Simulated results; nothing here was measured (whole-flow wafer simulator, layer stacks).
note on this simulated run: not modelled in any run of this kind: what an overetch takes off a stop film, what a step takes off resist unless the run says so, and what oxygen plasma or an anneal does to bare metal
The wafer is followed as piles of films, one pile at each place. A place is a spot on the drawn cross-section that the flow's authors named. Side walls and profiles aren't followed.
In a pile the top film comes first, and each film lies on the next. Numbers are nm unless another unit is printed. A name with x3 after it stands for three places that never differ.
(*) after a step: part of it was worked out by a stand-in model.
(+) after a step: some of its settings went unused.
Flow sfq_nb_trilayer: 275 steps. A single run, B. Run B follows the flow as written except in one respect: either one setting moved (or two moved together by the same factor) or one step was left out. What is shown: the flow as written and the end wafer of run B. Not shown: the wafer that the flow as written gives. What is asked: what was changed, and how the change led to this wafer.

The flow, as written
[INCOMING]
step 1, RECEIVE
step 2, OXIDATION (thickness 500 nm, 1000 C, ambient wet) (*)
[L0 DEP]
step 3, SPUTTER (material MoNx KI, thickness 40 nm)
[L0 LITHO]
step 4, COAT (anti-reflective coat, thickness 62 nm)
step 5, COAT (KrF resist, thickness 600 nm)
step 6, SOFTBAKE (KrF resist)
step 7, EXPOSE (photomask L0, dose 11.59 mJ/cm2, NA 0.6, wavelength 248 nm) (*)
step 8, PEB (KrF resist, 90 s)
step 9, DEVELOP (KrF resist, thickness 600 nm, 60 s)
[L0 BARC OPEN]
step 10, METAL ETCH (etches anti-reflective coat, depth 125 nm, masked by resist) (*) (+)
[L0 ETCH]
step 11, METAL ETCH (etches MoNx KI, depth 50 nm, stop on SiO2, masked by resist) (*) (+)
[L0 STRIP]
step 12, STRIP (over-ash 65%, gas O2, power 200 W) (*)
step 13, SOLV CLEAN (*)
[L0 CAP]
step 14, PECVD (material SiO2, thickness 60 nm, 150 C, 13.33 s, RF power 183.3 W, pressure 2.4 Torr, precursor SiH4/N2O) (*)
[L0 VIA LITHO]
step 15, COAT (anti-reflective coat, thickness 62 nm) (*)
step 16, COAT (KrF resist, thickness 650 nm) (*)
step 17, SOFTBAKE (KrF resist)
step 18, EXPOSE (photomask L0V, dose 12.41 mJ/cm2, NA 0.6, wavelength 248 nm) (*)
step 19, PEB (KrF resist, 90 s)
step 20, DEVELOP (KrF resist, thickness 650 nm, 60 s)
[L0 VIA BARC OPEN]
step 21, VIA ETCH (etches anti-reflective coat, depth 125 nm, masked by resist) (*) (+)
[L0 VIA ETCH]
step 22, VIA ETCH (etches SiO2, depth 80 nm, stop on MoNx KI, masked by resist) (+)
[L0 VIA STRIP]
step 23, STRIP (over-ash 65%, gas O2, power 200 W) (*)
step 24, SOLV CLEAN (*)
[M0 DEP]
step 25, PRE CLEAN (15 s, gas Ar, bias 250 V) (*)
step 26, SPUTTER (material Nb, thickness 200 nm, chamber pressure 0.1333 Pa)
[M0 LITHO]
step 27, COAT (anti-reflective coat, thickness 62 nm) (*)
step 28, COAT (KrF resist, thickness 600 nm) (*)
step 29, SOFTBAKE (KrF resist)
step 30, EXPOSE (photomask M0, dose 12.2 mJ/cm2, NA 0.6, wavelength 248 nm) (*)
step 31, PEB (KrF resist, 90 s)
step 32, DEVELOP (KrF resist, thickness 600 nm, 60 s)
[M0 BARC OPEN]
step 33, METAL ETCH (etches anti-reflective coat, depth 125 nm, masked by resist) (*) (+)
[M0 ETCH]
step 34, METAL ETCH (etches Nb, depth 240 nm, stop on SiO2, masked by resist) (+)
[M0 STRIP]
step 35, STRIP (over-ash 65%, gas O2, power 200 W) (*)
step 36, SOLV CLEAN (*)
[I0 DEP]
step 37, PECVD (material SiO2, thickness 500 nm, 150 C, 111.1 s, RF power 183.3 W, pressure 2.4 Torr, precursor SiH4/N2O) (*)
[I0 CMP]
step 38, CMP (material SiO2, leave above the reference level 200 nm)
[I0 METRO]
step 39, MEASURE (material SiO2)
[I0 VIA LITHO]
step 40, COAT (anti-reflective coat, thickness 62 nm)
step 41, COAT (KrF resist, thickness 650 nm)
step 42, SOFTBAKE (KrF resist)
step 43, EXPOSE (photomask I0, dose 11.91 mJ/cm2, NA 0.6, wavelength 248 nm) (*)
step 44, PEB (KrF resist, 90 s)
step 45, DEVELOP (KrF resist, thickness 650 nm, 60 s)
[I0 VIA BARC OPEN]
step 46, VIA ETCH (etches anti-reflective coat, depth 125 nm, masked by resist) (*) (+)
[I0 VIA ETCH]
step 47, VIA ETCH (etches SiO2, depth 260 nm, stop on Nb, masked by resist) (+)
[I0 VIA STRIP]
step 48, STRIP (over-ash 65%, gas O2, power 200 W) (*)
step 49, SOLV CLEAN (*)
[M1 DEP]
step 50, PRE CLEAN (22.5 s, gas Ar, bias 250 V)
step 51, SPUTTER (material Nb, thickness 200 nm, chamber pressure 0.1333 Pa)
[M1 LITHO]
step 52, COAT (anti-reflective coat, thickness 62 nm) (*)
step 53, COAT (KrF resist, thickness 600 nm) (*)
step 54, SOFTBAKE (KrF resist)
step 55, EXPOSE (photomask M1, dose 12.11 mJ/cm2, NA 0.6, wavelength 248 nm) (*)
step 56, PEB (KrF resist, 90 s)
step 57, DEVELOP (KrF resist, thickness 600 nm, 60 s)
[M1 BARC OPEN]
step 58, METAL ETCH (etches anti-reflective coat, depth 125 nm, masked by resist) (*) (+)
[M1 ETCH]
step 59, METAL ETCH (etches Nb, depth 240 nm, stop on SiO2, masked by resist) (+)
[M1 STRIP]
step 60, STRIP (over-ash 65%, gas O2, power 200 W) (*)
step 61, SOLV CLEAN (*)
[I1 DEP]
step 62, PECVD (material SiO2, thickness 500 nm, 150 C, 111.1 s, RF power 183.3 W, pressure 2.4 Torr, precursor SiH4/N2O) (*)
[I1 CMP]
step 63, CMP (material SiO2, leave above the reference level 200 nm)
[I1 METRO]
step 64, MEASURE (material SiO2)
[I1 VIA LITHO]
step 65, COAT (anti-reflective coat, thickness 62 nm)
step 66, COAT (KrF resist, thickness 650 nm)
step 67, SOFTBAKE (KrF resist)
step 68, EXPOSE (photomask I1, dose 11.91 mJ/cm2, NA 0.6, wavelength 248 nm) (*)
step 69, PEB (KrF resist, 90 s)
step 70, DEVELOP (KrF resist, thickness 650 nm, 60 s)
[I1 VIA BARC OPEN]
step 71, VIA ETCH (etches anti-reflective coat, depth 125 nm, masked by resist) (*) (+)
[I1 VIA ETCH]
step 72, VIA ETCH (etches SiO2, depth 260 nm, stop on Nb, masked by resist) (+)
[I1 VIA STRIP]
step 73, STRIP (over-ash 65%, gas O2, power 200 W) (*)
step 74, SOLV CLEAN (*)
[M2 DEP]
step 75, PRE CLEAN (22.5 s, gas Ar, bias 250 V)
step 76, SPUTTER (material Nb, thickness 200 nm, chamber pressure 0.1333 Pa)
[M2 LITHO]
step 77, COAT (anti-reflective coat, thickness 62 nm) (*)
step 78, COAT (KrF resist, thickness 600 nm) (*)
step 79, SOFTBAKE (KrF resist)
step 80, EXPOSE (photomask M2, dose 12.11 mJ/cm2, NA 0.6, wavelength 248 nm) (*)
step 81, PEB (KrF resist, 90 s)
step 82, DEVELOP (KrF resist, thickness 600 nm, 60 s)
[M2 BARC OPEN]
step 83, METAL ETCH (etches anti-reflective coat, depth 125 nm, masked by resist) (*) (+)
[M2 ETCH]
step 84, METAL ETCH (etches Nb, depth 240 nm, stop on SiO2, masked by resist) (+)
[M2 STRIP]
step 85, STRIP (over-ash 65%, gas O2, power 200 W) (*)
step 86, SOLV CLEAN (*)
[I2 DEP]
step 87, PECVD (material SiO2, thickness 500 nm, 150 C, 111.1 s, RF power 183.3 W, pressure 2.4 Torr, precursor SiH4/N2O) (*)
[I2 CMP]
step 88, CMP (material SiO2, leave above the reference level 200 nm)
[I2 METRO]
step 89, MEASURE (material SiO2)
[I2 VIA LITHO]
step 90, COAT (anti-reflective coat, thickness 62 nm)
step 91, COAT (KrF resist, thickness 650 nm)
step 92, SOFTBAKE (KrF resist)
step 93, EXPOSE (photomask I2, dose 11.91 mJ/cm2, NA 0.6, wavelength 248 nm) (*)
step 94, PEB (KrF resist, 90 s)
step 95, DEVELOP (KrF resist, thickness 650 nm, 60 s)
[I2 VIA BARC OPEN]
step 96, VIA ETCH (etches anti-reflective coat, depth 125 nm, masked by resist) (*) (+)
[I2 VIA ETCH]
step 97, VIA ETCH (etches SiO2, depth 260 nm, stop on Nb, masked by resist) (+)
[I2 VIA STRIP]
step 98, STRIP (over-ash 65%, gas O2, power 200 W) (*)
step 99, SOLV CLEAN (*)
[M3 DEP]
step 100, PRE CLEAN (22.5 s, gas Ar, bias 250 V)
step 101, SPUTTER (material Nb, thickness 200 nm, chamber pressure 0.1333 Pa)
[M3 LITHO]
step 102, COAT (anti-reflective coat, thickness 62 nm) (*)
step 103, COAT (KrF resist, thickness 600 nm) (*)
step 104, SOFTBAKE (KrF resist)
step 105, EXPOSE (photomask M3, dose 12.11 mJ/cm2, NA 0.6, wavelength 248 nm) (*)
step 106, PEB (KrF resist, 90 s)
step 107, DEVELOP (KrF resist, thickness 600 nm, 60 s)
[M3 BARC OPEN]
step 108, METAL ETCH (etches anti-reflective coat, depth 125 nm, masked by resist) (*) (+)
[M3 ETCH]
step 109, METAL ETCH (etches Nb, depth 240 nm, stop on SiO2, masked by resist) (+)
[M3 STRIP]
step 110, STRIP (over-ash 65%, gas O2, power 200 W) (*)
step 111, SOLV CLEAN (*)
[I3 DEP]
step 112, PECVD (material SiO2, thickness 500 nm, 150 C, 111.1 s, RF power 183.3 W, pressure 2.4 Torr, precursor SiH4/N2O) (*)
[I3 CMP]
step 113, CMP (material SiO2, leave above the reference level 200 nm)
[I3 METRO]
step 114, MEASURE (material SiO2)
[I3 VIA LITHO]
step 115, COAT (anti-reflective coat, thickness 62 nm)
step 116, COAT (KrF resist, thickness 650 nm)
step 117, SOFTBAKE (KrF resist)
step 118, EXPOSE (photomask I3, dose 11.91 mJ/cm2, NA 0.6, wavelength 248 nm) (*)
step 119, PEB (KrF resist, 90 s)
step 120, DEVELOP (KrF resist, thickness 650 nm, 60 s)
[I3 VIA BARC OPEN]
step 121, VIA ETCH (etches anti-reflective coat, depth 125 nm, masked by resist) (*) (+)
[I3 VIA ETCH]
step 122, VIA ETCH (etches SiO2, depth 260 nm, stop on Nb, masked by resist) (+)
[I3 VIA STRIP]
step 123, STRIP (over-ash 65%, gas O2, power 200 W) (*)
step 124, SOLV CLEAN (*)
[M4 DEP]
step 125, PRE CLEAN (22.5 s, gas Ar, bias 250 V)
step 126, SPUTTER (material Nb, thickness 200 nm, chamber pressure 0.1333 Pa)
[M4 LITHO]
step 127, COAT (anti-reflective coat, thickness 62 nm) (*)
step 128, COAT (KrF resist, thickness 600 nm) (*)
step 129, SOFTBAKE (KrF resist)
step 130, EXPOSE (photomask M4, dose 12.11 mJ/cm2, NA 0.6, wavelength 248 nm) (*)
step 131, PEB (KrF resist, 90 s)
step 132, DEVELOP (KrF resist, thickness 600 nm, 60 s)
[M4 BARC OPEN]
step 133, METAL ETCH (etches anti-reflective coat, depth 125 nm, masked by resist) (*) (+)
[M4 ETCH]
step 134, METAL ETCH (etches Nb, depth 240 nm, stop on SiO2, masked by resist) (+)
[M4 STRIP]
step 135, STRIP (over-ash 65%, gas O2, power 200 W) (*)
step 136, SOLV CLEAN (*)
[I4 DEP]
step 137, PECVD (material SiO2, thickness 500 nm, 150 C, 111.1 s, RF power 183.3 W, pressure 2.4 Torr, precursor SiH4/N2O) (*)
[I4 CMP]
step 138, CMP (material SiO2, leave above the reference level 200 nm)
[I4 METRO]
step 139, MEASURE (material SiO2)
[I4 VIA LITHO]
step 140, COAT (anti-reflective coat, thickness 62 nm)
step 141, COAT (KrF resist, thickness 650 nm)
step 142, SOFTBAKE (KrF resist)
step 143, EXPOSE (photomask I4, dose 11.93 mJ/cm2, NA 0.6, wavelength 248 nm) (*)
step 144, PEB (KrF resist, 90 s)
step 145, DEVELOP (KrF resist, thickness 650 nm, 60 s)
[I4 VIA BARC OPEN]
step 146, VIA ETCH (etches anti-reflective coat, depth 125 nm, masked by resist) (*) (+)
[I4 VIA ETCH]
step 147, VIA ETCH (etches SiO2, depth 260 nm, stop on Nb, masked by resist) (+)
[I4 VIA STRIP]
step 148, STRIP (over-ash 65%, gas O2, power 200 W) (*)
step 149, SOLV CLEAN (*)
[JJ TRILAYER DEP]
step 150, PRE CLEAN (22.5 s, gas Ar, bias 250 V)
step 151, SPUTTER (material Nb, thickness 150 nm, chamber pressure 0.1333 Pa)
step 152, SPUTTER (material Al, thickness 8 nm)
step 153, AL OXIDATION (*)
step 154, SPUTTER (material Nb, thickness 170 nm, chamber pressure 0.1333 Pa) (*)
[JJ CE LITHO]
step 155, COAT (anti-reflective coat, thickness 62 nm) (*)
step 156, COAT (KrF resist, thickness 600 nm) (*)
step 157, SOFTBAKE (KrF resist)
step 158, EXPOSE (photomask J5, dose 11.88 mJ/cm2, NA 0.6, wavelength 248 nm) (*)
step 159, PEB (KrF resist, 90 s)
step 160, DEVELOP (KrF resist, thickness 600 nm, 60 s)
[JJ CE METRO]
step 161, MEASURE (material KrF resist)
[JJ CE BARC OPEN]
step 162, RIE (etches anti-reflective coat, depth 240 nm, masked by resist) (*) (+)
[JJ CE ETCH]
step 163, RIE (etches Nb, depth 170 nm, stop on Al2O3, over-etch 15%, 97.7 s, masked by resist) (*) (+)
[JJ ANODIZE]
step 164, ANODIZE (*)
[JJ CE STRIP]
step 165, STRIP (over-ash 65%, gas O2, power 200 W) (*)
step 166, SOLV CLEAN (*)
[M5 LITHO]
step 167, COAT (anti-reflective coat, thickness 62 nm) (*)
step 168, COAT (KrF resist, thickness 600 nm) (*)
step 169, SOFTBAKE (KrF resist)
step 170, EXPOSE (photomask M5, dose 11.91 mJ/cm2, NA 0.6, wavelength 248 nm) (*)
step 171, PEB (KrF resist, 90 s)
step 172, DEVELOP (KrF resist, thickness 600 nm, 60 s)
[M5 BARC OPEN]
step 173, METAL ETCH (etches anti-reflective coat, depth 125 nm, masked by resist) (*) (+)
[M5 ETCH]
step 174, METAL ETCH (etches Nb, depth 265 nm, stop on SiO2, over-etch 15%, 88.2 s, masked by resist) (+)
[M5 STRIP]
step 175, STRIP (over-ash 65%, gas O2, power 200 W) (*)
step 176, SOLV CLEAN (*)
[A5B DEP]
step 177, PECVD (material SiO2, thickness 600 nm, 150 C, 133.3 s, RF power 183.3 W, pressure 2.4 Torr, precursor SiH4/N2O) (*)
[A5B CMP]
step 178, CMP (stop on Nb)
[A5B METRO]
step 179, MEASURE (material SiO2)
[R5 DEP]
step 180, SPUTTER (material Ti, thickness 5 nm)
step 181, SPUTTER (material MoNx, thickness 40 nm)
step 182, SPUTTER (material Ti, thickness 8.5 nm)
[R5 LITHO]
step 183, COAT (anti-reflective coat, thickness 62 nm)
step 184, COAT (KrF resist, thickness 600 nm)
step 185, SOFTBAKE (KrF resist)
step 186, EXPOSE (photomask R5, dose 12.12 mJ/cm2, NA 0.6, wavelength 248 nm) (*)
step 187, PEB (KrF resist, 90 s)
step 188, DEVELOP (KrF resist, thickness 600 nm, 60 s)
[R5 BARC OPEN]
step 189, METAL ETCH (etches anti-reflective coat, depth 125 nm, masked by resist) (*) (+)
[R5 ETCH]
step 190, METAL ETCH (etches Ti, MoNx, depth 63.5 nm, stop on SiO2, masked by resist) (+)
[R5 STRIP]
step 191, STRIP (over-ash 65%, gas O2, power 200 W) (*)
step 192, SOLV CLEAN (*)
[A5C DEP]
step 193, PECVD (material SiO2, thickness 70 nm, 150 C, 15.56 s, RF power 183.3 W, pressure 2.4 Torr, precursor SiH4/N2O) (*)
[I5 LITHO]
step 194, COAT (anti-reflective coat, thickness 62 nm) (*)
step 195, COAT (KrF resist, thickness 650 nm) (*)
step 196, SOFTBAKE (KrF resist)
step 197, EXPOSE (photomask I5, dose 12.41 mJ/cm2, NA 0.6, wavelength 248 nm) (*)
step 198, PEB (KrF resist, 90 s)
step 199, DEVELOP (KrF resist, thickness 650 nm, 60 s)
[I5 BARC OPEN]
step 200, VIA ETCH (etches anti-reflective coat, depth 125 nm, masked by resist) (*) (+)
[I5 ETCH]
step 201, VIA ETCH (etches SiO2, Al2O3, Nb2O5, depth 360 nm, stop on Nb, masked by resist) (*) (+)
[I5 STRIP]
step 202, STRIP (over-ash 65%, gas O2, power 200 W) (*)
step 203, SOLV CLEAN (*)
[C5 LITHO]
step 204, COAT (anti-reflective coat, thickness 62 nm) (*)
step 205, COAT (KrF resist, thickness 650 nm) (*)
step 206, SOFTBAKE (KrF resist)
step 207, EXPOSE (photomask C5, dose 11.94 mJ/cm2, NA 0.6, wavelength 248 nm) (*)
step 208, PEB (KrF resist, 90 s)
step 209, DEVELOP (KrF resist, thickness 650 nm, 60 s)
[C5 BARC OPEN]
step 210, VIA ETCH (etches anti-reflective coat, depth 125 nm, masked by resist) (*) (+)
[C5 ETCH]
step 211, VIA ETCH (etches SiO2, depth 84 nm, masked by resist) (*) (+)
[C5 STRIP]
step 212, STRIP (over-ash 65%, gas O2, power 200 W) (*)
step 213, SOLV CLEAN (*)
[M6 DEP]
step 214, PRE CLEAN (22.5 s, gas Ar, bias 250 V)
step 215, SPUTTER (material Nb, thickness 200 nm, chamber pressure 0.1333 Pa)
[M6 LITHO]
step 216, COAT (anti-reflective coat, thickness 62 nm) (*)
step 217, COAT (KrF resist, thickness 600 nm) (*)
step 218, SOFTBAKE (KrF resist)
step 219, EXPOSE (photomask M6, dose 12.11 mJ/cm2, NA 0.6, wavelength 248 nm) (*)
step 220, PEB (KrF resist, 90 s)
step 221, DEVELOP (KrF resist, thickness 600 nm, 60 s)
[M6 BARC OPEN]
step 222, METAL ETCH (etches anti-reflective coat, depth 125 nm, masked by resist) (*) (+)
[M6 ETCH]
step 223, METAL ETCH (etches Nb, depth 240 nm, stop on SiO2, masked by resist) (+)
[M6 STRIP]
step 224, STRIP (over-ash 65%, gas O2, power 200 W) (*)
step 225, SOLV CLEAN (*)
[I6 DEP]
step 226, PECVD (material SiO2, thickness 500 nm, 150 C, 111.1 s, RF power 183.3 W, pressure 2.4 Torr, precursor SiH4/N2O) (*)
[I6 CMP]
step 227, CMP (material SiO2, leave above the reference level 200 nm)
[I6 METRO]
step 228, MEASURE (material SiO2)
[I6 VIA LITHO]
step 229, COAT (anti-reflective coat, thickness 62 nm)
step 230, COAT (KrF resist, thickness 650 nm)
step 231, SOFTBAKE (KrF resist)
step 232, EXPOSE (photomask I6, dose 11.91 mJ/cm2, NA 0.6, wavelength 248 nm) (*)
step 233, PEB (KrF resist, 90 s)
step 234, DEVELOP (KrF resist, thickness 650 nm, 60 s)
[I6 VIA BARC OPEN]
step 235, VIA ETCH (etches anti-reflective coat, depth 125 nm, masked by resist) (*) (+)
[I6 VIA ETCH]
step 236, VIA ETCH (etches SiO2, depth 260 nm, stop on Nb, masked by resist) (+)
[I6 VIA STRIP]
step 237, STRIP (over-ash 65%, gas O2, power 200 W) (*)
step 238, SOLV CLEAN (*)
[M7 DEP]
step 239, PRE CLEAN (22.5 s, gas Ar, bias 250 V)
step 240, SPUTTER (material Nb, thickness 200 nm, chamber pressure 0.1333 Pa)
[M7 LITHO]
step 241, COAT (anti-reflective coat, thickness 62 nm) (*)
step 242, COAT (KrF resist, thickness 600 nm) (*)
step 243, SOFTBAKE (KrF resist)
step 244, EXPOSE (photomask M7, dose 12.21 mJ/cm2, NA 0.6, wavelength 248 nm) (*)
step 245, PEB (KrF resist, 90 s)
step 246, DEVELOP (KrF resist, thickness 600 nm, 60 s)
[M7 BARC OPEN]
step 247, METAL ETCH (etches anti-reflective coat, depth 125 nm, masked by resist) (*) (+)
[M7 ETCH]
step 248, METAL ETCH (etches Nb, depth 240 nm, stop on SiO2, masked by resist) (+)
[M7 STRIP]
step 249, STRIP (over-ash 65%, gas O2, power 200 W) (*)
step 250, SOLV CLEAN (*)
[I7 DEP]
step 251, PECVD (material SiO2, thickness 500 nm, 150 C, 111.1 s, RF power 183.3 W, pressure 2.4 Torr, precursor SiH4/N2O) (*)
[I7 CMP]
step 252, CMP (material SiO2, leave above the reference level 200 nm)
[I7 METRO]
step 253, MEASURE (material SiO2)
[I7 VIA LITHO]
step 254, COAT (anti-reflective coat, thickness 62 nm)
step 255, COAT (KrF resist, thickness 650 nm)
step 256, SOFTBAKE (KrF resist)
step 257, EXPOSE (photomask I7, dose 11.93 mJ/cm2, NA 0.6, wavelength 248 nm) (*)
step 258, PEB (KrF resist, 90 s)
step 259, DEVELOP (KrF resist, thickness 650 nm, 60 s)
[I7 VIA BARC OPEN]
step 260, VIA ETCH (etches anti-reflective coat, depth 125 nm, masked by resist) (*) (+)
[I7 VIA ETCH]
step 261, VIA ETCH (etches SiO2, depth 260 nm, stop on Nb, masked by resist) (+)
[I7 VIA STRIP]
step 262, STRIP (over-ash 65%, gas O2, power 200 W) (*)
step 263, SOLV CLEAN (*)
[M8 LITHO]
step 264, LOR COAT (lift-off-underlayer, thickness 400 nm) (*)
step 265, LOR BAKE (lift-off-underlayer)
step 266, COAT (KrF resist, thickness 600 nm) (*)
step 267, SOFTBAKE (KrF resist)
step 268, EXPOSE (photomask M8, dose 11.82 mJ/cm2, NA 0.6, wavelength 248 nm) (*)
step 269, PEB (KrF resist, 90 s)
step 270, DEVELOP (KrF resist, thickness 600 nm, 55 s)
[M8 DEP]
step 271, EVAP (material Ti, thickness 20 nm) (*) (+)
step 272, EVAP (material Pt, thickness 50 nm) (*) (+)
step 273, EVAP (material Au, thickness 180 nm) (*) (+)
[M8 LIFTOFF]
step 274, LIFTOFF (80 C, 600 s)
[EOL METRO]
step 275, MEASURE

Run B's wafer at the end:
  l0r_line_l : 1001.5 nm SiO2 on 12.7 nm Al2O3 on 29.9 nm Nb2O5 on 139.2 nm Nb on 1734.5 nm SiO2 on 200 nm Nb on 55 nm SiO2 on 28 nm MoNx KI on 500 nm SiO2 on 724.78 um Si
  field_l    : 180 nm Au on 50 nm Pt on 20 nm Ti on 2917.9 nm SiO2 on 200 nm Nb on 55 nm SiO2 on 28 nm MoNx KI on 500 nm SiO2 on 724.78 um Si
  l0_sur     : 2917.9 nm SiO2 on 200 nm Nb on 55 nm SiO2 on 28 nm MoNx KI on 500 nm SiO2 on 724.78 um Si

Cause: step 3, SPUTTER: thickness 28 nm was run, whereas the flow has thickness 40 nm.
One can read it off the wafer: l0r_line_l has MoNx KI 28, and step 3 as written asks for 40 nm.

Step by step, how the change led to this:
  step 3, SPUTTER (material MoNx KI, thickness 40 nm)
      field_l, v_sur, via_wl and 103 more: MoNx KI gains 28 (new film) (it would be, as written: MoNx KI gains 40 (new film))
  step 11, METAL ETCH (etches MoNx KI, depth 50 nm, stop on SiO2, masked by resist) (*) (+)
      v_sur, via_wl, via_w and 97 more: MoNx KI loses 28 (all of it) (it would be, as written: MoNx KI loses 40 (all of it))
      field_l, l0_sur, l0v, l0r_line_l, l0r_line_c, l0r_line_r: KrF resist loses 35 (it would be, as written: KrF resist loses 41.7)
  step 15, COAT (anti-reflective coat, thickness 62 nm) (*)
      field_l: anti-reflective coat gains 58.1 (new film) (it would be, as written: anti-reflective coat gains 56.7 (new film))
      v_sur: anti-reflective coat gains 69.2 (new film) (it would be, as written: anti-reflective coat gains 72.2 (new film))
      (also at 3 further places)
  step 23, STRIP (over-ash 65%, gas O2, power 200 W) (*)
      field_l: KrF resist loses 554 (all of it), anti-reflective coat loses 58.1 (all of it) (it would be, as written: KrF resist loses 551.4 (all of it), anti-reflective coat loses 56.7 (all of it))
      v_sur: KrF resist loses 567.1 (all of it), anti-reflective coat loses 69.2 (all of it) (it would be, as written: KrF resist loses 570.5 (all of it), anti-reflective coat loses 72.2 (all of it))
      (also at 3 further places)
  step 27, COAT (anti-reflective coat, thickness 62 nm) (*)
      field_l: anti-reflective coat gains 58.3 (new film) (it would be, as written: anti-reflective coat gains 56.9 (new film))
      v_sur: anti-reflective coat gains 69.2 (new film) (it would be, as written: anti-reflective coat gains 72.3 (new film))
      (also at 3 further places)
  step 35, STRIP (over-ash 65%, gas O2, power 200 W) (*)
      field_l: KrF resist loses 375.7 (all of it), anti-reflective coat loses 58.3 (all of it) (it would be, as written: KrF resist loses 372.9 (all of it), anti-reflective coat loses 56.9 (all of it))
      v_sur: KrF resist loses 388.8 (all of it), anti-reflective coat loses 69.2 (all of it) (it would be, as written: KrF resist loses 391.6 (all of it), anti-reflective coat loses 72.3 (all of it))
      (also at 3 further places)
  step 38, CMP (material SiO2, leave above the reference level 200 nm)
      field_l, l0_sur, l0r_line_l, l0r_line_c, l0r_line_r: SiO2 loses 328 (it would be, as written: SiO2 loses 340)
      l0v: SiO2 loses 265.8 (it would be, as written: SiO2 loses 277.8)
